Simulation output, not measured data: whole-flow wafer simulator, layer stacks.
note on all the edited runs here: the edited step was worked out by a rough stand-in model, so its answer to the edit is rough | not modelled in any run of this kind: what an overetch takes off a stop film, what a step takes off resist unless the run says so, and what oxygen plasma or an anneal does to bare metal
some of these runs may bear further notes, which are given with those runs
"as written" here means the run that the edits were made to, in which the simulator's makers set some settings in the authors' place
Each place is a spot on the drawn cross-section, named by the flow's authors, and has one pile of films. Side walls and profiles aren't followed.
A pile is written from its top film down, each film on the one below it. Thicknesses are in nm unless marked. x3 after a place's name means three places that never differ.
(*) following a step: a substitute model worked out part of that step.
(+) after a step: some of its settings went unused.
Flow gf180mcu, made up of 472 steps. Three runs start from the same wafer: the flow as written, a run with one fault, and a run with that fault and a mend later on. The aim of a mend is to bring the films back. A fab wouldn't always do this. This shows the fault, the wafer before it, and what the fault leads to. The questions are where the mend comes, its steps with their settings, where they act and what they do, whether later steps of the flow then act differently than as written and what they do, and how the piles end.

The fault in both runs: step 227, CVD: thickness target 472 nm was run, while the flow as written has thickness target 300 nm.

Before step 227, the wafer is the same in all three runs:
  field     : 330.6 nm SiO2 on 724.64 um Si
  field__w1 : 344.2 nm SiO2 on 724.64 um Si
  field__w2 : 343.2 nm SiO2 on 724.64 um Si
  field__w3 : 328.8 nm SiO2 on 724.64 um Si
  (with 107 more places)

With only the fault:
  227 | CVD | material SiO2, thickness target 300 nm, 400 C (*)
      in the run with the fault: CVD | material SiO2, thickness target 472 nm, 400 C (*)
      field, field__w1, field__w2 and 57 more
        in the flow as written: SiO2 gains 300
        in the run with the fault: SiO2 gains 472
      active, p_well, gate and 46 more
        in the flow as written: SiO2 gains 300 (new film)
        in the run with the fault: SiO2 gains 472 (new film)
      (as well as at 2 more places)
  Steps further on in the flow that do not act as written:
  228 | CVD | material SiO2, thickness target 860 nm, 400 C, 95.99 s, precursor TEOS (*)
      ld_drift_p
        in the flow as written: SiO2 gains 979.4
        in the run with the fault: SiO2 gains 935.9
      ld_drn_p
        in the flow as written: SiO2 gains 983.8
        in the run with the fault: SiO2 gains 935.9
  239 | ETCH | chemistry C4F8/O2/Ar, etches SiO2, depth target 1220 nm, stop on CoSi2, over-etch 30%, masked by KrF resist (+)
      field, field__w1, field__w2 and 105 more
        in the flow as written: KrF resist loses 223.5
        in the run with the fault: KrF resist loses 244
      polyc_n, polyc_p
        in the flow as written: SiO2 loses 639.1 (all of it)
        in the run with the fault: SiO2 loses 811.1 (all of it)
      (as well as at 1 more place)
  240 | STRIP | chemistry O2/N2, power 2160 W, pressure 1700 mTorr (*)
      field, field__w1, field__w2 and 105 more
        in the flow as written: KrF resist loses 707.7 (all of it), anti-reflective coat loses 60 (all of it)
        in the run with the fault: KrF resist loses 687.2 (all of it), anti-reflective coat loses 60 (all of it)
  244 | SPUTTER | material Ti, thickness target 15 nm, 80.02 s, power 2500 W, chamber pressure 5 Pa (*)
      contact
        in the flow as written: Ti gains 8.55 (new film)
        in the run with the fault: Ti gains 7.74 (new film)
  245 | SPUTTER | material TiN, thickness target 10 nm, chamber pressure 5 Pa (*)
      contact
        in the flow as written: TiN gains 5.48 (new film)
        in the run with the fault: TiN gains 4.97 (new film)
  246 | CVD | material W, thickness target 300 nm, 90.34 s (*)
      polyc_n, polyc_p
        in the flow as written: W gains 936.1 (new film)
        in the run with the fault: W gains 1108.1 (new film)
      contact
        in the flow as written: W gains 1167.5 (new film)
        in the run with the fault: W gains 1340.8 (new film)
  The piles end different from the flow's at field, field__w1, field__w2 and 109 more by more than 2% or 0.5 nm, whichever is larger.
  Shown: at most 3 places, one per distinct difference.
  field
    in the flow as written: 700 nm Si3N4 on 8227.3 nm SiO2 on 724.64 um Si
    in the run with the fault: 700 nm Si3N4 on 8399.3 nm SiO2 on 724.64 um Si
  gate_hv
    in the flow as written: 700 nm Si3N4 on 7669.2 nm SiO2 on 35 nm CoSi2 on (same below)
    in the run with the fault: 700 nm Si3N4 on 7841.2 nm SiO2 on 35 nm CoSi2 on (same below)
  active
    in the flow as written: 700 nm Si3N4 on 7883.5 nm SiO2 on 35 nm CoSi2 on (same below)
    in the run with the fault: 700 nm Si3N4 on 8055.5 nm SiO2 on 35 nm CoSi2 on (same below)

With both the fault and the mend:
  The mend stands after step 227.
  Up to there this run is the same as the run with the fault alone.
  227a | WET ETCH | chemistry dHF, depth target 172 nm, 25 C, dilution 100:1 (*) (a further turn of the flow's step 17, with different settings)
      field, field__w1, field__w2 and 108 more
        SiO2 loses 172
  Steps further on in the flow that do not act as written:
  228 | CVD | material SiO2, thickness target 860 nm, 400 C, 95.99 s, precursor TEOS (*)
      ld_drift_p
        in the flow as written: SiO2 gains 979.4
        in the run with the mend: SiO2 gains 935.9
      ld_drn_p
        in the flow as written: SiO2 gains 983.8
        in the run with the mend: SiO2 gains 935.9
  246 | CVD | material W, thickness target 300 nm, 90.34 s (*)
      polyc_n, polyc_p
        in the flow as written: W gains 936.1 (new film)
        in the run with the mend: W gains 833 (new film), void gains 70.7 (new film), W gains 32.4 (new film)
  The piles end different from the flow's at polyc_n, polyc_p by more than 2% or 0.5 nm, whichever is larger.
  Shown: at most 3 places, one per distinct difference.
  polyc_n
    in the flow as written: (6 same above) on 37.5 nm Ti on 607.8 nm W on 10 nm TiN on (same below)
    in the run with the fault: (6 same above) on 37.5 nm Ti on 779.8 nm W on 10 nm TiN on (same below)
    in the run with the mend: (6 same above) on 37.5 nm Ti on 504.8 nm W on 70.7 nm void on 32.4 nm W on 10 nm TiN on (same below)
